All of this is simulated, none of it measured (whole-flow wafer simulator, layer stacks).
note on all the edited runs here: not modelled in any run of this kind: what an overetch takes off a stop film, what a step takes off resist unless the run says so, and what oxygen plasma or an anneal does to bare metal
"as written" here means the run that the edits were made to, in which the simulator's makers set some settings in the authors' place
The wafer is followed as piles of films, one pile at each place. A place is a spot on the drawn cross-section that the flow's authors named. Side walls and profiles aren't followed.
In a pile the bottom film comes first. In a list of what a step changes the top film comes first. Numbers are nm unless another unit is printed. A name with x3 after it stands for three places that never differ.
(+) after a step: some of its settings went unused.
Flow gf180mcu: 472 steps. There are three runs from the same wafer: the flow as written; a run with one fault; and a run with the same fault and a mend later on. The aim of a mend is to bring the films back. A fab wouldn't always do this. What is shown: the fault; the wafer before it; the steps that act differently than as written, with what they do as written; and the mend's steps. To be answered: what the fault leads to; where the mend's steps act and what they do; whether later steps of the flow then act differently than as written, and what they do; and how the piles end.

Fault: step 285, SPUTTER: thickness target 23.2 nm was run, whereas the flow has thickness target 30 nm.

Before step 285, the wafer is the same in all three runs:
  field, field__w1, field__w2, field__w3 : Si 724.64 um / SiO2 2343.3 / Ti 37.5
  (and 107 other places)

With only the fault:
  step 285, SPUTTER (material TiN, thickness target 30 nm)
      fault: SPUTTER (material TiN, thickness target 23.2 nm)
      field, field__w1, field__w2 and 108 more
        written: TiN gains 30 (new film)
        fault: TiN gains 23.2 (new film)
  Steps further on in the flow that do not act as written:
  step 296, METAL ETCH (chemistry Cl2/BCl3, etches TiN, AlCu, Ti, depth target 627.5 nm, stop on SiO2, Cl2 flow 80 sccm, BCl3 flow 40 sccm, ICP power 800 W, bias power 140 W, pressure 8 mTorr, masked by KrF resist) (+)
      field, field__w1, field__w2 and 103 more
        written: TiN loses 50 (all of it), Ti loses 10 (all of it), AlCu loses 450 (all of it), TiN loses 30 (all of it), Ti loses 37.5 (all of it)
        fault: TiN loses 50 (all of it), Ti loses 10 (all of it), AlCu loses 450 (all of it), TiN loses 23.2 (all of it), Ti loses 37.5 (all of it)
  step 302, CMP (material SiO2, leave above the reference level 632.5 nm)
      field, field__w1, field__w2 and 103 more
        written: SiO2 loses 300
        fault: SiO2 loses 306.8
  The piles end different from the flow's at field__w8, contact, m1, m1__w1, m1_nw by more than 2% or 0.5 nm, whichever is larger.
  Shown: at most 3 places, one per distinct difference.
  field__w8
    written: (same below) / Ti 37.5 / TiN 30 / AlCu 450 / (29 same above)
    fault: (same below) / Ti 37.5 / TiN 23.2 / AlCu 450 / (29 same above)
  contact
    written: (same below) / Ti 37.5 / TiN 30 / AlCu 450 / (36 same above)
    fault: (same below) / Ti 37.5 / TiN 23.2 / AlCu 450 / (36 same above)

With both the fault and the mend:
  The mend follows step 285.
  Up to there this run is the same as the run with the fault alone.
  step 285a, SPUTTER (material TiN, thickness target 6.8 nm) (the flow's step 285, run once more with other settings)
      field, field__w1, field__w2 and 108 more
        TiN gains 6.8
  Every later step of the flow that is run acts as written at every place that is followed.
  The piles end the same as the flow's at every place that both follow.
